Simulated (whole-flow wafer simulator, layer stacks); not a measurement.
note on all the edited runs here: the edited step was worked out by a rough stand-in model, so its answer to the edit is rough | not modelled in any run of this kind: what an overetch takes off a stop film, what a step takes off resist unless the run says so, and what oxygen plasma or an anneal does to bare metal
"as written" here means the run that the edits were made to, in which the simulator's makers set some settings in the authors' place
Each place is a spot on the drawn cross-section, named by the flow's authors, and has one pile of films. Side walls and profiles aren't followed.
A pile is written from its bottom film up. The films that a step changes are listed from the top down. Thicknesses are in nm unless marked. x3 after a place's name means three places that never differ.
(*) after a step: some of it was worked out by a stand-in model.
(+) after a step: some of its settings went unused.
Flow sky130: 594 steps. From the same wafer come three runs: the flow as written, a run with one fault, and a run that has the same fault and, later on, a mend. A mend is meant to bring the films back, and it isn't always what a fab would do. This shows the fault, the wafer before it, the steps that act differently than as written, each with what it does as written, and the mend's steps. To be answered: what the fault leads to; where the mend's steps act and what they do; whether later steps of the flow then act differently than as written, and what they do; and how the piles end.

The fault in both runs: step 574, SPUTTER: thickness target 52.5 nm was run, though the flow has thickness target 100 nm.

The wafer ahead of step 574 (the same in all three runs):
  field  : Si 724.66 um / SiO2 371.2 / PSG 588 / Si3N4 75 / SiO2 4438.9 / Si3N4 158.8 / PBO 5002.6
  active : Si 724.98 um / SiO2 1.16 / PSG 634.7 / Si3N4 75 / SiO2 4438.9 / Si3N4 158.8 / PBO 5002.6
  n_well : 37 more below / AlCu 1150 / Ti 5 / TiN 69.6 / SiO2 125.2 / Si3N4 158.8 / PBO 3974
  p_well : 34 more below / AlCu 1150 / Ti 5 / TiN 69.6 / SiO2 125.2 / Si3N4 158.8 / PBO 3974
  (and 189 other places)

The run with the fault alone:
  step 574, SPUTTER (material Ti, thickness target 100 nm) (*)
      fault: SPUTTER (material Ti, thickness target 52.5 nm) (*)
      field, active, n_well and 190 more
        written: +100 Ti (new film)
        fault: +52.5 Ti (new film)
  Steps later in the flow that act otherwise than as written (7 other steps are not shown; they differ only slightly, by no more than 2% or 0.5 nm, whichever is larger):
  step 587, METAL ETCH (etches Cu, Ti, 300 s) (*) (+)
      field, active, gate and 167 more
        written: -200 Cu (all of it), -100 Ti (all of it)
        fault: -200 Cu (all of it), -52.5 Ti (all of it)
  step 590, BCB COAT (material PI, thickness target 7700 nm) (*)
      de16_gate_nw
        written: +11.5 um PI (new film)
        fault: +11.46 um PI (new film)
  By the end, the piles at n_well, p_well, sd_n and 20 more depart from the flow's by more than 2% or 0.5 nm, whichever is larger.
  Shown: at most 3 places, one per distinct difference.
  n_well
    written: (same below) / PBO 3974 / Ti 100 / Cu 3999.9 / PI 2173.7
    fault: (same below) / PBO 3974 / Ti 52.5 / Cu 3999.9 / PI 2204.5
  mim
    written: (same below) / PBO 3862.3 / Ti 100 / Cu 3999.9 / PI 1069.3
    fault: (same below) / PBO 3862.3 / Ti 52.5 / Cu 3999.9 / PI 1113.8
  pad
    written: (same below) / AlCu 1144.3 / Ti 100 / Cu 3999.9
    fault: (same below) / AlCu 1144.3 / Ti 52.5 / Cu 3999.9

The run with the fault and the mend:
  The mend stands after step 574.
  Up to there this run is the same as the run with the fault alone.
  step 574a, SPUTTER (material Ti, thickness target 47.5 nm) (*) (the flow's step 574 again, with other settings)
      field, active, n_well and 190 more
        +47.5 Ti
  Later steps of the flow that are run all act as written at every place that is followed.
  The piles end the same as the flow's at every place that both follow.
